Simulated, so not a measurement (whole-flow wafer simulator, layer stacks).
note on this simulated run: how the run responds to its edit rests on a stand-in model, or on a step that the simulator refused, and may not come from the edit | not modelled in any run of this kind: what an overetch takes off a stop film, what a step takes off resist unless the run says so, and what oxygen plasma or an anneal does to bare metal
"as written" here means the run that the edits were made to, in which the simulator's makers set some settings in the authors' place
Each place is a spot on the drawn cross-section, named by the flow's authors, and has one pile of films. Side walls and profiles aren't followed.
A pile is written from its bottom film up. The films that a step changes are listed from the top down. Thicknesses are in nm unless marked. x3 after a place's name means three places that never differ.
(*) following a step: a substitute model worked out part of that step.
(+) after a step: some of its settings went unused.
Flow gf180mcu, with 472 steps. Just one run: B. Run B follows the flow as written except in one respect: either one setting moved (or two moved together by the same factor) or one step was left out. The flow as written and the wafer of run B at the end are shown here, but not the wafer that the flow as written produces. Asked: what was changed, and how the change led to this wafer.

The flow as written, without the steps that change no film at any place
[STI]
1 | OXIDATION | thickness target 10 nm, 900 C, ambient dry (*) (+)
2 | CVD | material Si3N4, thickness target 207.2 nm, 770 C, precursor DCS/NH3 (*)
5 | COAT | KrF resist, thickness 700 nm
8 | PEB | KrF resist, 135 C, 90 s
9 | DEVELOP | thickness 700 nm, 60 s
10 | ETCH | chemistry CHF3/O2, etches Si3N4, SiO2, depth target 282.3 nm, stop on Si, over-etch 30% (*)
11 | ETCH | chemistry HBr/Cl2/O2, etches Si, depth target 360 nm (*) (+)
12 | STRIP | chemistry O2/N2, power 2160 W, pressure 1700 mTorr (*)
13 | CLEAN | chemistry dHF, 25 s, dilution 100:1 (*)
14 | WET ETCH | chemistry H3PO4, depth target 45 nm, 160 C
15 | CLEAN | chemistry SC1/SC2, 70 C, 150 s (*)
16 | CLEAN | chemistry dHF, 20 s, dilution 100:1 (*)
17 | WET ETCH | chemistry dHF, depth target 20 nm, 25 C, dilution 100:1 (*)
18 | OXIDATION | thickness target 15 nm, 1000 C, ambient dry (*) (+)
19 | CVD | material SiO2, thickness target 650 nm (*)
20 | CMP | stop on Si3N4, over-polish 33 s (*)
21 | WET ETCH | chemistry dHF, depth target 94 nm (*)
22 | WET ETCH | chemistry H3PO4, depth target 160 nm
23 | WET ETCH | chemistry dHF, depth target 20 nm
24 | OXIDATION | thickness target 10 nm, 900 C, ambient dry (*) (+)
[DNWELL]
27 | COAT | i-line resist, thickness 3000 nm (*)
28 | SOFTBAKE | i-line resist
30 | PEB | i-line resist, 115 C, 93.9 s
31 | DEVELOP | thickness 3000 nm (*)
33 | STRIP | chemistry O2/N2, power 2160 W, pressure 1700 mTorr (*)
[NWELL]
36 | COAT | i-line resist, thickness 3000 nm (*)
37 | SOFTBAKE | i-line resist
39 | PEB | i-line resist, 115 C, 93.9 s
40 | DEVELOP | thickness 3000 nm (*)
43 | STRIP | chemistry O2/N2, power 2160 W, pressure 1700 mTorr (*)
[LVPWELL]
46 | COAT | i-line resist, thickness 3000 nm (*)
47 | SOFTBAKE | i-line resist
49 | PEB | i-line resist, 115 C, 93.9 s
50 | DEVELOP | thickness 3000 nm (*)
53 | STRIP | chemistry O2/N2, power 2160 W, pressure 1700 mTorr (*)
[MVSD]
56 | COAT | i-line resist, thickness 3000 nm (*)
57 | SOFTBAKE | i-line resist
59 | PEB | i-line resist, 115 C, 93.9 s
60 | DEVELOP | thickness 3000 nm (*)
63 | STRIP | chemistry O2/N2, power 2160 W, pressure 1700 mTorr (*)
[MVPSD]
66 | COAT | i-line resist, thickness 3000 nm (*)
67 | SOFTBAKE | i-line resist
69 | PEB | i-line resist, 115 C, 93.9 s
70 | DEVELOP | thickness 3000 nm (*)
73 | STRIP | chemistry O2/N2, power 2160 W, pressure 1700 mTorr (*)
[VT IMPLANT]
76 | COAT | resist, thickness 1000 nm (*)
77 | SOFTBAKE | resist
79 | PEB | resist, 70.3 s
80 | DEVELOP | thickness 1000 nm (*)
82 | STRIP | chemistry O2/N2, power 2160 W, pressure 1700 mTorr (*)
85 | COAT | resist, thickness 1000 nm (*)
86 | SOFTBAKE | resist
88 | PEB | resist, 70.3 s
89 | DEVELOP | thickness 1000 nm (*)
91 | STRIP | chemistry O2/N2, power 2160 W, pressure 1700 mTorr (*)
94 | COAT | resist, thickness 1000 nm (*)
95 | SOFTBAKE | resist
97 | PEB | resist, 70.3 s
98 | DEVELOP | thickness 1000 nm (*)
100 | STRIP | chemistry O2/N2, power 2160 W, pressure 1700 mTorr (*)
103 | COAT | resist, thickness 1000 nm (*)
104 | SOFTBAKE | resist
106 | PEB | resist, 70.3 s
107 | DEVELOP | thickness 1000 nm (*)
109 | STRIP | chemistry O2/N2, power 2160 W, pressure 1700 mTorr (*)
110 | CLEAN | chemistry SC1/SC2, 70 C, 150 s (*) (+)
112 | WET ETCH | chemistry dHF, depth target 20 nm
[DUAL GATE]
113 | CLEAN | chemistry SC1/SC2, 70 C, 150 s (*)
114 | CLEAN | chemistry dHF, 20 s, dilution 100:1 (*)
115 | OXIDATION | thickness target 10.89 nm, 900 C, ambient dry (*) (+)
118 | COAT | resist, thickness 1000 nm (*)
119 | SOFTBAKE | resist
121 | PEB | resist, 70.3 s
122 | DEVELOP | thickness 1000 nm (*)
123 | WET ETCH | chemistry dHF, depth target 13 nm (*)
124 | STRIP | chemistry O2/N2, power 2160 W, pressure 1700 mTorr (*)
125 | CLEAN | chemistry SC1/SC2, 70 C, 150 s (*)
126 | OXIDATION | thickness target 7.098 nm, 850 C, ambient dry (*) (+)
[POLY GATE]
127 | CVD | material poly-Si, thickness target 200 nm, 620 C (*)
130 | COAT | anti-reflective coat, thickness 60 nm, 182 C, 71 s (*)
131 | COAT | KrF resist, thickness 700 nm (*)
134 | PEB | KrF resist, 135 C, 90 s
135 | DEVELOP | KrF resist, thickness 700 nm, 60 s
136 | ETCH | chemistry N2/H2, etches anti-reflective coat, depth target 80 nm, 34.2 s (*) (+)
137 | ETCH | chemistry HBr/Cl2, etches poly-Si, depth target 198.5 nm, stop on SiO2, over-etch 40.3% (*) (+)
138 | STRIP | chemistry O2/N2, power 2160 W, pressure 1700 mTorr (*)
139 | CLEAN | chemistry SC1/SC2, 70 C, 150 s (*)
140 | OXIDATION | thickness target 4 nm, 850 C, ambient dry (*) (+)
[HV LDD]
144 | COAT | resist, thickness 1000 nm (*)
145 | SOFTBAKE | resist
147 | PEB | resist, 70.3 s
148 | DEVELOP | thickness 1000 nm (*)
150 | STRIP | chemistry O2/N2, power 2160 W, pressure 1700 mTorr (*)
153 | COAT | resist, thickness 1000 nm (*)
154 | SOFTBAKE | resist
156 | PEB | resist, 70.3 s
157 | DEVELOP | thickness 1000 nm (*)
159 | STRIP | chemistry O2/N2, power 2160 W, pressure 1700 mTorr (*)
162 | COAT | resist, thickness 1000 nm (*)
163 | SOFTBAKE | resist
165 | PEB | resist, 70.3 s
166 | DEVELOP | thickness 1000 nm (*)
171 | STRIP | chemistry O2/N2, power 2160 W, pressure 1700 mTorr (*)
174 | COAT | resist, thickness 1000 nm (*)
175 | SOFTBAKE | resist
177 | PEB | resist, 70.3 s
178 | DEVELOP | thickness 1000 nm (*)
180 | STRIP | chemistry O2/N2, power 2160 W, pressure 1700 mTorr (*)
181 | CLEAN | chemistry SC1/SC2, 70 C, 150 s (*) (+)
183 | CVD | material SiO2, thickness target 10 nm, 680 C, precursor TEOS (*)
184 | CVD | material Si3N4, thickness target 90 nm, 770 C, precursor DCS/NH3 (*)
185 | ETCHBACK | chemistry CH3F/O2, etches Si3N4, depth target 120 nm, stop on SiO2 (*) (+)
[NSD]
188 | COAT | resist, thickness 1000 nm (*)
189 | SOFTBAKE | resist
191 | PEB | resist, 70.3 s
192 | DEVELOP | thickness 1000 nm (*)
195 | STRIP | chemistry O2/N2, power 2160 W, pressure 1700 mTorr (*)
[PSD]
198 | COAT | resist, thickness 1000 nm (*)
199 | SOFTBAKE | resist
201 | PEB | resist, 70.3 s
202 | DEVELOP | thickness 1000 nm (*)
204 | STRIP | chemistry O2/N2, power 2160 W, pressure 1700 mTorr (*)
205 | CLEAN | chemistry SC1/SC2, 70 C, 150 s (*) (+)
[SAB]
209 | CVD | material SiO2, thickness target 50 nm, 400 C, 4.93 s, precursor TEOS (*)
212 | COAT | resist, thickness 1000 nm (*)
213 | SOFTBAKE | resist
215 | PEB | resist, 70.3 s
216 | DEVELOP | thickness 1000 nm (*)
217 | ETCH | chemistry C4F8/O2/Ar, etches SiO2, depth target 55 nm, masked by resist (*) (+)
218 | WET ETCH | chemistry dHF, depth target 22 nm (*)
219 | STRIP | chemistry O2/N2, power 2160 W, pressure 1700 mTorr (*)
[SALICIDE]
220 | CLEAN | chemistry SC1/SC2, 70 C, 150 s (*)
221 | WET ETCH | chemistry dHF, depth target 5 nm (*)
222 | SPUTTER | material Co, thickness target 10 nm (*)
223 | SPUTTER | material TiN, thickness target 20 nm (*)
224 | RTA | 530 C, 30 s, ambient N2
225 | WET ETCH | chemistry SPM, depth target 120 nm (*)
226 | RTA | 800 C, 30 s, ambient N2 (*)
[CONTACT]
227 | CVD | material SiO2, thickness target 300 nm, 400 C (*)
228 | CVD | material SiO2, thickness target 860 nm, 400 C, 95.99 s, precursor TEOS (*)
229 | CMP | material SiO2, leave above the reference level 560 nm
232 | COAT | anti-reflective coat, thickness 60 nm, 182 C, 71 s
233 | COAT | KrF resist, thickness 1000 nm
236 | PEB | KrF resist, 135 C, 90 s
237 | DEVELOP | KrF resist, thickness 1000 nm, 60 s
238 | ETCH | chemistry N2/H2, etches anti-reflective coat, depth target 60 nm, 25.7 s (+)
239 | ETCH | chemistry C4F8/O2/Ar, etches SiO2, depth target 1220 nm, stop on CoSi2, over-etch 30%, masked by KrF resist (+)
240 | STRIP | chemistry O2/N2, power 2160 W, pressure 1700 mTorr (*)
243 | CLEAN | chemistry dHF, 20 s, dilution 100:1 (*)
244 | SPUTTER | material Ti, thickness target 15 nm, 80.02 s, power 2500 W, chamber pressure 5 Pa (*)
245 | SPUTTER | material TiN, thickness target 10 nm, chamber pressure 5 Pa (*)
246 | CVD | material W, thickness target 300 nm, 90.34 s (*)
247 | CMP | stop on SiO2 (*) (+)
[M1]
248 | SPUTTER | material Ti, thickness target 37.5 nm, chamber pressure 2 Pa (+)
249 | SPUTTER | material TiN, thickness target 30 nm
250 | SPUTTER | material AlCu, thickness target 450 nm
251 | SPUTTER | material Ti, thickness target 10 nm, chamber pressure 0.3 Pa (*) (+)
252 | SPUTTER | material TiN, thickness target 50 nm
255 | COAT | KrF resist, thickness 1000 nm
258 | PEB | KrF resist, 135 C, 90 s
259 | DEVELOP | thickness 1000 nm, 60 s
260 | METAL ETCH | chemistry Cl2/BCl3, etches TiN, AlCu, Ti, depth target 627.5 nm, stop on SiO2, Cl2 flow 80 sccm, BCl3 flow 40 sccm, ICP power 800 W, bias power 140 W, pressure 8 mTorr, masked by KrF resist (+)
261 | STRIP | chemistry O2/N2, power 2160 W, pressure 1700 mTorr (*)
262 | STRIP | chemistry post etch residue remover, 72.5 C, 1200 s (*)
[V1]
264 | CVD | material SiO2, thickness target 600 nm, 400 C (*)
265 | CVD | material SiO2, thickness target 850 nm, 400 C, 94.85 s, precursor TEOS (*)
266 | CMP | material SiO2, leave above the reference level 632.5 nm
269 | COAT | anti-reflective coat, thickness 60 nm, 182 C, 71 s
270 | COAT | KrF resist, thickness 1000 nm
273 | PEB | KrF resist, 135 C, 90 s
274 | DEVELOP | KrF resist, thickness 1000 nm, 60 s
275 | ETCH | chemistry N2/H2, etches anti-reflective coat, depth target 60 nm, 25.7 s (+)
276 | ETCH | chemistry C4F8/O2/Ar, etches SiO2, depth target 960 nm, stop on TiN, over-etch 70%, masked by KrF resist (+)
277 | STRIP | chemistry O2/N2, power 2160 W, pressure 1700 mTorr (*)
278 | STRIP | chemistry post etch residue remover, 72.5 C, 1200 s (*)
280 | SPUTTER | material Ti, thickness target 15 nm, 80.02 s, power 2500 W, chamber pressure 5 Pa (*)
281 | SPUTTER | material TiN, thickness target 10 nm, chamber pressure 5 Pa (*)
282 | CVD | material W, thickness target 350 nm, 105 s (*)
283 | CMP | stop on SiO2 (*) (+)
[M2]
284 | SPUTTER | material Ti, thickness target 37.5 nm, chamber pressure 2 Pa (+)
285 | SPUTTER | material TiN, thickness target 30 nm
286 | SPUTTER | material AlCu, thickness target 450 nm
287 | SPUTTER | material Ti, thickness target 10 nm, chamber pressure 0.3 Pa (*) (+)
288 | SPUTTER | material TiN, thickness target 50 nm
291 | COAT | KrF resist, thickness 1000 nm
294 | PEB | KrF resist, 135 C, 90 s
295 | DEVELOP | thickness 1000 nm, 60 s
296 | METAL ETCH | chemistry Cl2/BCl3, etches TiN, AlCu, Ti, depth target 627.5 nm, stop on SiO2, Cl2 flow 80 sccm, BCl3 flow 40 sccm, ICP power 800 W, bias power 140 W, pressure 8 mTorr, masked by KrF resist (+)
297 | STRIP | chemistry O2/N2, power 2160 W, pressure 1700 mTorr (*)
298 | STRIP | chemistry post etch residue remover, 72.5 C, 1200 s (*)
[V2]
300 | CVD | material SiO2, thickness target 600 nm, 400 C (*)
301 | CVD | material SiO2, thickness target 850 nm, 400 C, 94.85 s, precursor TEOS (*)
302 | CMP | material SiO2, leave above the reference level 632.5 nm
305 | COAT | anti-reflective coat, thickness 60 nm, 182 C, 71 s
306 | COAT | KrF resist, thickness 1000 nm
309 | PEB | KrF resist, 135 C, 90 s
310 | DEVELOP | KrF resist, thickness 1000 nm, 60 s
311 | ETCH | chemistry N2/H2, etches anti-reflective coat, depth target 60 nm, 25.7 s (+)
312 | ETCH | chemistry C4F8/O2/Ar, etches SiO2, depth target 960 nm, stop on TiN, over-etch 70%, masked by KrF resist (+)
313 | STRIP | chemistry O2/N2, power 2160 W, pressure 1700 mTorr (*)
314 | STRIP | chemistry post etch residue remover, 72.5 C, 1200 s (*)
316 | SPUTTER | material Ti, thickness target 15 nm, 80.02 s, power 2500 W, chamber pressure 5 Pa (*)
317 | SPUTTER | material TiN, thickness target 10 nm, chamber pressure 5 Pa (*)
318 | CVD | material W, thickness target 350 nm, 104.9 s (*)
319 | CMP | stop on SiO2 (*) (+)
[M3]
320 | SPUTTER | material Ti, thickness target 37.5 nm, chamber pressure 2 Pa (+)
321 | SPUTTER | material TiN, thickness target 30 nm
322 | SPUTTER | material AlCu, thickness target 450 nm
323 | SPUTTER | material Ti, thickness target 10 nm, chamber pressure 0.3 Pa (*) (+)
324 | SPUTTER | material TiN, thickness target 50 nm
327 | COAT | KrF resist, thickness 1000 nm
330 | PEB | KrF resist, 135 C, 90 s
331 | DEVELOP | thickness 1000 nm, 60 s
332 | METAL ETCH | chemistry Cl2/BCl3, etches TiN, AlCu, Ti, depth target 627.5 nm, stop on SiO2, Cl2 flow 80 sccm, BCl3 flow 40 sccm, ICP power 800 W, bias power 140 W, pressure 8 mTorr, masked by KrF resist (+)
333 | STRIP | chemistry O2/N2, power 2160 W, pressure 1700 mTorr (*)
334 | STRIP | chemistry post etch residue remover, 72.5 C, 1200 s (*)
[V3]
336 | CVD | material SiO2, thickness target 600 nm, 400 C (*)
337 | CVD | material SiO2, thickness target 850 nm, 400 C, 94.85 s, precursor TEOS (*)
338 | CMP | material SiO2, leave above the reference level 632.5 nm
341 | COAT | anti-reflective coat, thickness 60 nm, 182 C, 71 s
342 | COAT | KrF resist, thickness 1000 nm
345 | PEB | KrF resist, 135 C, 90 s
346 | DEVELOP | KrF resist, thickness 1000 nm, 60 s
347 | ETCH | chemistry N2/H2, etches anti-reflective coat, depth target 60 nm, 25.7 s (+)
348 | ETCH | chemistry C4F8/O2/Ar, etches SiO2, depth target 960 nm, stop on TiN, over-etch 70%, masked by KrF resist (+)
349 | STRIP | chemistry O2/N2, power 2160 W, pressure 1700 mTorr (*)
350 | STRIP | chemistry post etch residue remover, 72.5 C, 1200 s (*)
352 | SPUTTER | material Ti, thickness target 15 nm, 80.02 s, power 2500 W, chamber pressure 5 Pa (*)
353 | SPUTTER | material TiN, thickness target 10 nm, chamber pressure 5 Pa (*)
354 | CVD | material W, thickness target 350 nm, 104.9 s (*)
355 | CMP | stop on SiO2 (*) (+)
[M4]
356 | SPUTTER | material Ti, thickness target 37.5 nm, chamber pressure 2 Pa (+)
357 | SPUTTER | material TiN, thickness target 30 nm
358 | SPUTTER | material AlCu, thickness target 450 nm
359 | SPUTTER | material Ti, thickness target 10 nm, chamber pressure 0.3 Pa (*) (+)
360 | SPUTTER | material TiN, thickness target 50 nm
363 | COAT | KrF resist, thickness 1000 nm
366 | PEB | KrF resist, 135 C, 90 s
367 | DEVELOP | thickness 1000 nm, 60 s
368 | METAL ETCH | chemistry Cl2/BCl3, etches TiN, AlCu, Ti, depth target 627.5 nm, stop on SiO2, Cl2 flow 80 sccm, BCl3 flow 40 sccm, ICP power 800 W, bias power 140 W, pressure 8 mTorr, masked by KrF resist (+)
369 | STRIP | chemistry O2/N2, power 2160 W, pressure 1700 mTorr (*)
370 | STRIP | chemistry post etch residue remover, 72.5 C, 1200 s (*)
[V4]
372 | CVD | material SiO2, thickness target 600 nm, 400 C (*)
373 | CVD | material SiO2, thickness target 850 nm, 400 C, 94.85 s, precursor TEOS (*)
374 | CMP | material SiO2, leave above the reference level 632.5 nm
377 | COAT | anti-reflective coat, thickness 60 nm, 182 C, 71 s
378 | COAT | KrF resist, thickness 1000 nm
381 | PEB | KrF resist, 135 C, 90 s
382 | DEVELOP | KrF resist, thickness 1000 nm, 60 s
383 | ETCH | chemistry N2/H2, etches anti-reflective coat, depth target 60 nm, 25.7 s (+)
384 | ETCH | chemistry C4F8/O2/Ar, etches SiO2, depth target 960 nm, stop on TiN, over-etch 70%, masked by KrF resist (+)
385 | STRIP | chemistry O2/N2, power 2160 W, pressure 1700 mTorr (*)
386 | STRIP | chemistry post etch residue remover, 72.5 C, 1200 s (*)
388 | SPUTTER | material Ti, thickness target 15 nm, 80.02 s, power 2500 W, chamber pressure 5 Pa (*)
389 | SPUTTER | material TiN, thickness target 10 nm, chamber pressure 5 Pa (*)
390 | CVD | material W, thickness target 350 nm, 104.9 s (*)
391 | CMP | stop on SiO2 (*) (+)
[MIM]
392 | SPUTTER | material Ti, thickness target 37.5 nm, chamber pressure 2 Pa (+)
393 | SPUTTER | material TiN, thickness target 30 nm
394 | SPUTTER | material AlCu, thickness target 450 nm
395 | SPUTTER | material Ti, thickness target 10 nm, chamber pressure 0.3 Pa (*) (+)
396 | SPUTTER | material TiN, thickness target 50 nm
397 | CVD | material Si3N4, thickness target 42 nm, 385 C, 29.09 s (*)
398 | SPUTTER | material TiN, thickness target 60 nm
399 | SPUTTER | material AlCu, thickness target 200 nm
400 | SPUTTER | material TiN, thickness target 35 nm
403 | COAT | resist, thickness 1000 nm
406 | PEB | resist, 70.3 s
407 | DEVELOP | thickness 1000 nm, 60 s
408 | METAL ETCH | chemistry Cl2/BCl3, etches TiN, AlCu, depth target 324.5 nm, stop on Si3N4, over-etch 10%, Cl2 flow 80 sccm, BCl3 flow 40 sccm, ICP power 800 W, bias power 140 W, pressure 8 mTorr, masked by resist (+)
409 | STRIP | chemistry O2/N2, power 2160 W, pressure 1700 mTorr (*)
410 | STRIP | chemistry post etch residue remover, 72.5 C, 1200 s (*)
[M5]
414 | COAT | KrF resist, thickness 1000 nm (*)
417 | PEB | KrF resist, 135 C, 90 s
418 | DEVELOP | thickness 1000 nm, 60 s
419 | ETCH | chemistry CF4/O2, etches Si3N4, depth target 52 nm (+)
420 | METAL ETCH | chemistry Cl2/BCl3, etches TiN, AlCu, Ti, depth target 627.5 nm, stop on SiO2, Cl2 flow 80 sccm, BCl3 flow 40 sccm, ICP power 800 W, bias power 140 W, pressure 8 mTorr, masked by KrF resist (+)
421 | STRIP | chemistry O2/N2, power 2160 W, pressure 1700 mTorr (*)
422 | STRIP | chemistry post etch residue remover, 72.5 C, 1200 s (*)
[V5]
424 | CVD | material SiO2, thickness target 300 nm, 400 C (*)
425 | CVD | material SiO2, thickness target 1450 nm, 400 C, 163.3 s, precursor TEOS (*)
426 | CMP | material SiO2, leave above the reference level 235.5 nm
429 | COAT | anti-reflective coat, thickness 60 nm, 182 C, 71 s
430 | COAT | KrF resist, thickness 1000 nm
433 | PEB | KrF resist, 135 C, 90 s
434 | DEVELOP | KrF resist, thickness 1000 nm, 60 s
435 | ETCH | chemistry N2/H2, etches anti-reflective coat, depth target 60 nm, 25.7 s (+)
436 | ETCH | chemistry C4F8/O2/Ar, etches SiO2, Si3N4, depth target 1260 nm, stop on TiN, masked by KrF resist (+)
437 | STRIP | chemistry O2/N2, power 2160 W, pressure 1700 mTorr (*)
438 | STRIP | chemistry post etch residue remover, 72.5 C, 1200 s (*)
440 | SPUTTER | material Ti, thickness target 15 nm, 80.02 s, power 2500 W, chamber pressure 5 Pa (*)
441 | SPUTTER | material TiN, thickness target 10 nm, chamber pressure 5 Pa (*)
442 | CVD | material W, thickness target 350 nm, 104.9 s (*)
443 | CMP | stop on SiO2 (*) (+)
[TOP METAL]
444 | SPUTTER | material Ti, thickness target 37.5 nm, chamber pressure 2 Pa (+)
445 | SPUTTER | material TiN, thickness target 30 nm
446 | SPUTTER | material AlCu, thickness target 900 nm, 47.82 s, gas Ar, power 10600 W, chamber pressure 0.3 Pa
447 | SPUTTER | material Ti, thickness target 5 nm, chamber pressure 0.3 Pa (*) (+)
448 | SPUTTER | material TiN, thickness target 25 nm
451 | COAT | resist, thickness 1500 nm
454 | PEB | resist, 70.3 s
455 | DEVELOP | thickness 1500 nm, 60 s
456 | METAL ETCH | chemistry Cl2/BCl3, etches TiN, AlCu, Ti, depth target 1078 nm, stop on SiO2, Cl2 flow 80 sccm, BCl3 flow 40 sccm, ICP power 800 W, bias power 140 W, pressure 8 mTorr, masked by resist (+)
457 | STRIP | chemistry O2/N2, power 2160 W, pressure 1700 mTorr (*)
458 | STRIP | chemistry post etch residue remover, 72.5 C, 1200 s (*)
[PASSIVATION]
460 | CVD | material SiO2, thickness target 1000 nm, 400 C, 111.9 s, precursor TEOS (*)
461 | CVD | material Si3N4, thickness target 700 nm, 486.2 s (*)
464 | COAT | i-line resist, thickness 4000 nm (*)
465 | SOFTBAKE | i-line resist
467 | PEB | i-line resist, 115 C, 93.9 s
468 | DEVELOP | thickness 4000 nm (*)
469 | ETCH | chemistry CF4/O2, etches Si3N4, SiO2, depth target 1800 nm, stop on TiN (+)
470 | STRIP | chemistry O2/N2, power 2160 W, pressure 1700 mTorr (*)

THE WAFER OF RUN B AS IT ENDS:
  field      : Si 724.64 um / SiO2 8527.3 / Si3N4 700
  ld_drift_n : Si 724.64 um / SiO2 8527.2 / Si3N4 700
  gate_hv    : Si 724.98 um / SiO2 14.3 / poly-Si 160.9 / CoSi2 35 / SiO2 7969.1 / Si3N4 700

The reason: step 374, CMP: leave above the reference level 955.1 nm was run, whereas the flow has leave above the reference level 632.5 nm.

How this came from the change, step by step:
  374 | CMP | material SiO2, leave above the reference level 632.5 nm
      field, field__w1, field__w2 and 103 more: nothing (as written it would have been: SiO2 loses 300)
      field__w8, contact, m1, m1__w1, m1_nw: SiO2 loses 554.5 (as written it would have been: SiO2 loses 877.1)
  377 | COAT | anti-reflective coat, thickness 60 nm, 182 C, 71 s
      field: anti-reflective coat gains 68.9 (new film) (as written it would have been: anti-reflective coat gains 60 (new film))
      field__w8: anti-reflective coat gains 47 (new film) (as written it would have been: anti-reflective coat gains 60 (new film))
      (and at 11 other places as well)
  383 | ETCH | chemistry N2/H2, etches anti-reflective coat, depth target 60 nm, 25.7 s (+)
      contact: anti-reflective coat loses 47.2 (all of it), SiO2 loses 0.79 (as written it would have been: anti-reflective coat loses 60 (all of it), SiO2 loses 0.46)
  384 | ETCH | chemistry C4F8/O2/Ar, etches SiO2, depth target 960 nm, stop on TiN, over-etch 70%, masked by KrF resist (+)
      contact: SiO2 loses 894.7 (all of it) (as written it would have been: SiO2 loses 572.5 (all of it))
  385 | STRIP | chemistry O2/N2, power 2160 W, pressure 1700 mTorr (*)
      field: KrF resist loses 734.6 (all of it), anti-reflective coat loses 68.9 (all of it) (as written it would have been: KrF resist loses 739.2 (all of it), anti-reflective coat loses 60 (all of it))
      field__w8: KrF resist loses 737.1 (all of it), anti-reflective coat loses 47 (all of it) (as written it would have been: KrF resist loses 739.2 (all of it), anti-reflective coat loses 60 (all of it))
      (and at 10 other places as well)
  388 | SPUTTER | material Ti, thickness target 15 nm, 80.02 s, power 2500 W, chamber pressure 5 Pa (*)
      contact: Ti gains 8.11 (new film) (as written it would have been: Ti gains 9.65 (new film))
  389 | SPUTTER | material TiN, thickness target 10 nm, chamber pressure 5 Pa (*)
      contact: TiN gains 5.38 (new film) (as written it would have been: TiN gains 6.4 (new film))
  390 | CVD | material W, thickness target 350 nm, 104.9 s (*)
      contact: W gains 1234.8 (new film) (as written it would have been: W gains 932.3 (new film))
  391 | CMP | stop on SiO2 (*) (+)
      field__w8, m1, m1__w1, m1_nw: W loses 350 (all of it), TiN loses 10 (all of it), Ti loses 15 (all of it), SiO2 loses 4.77 (as written it would have been: W loses 350 (all of it), TiN loses 10 (all of it), Ti loses 15 (all of it), SiO2 loses 3.78)
  404 | SOFTBAKE | resist
      field__w8: resist loses 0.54 (as written it would have been: nothing)
      m1: resist loses 0.72 (as written it would have been: nothing)
      (and at 2 other places as well)
  421 | STRIP | chemistry O2/N2, power 2160 W, pressure 1700 mTorr (*)
      field__w8: KrF resist loses 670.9 (all of it) (as written it would have been: KrF resist loses 688.9 (all of it))
      m1: KrF resist loses 671.2 (all of it) (as written it would have been: KrF resist loses 689.3 (all of it))
      (and at 2 other places as well)
  426 | CMP | material SiO2, leave above the reference level 235.5 nm
      field__w8, m1, m1__w1, m1_nw: SiO2 loses 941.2 (as written it would have been: SiO2 loses 919.6)
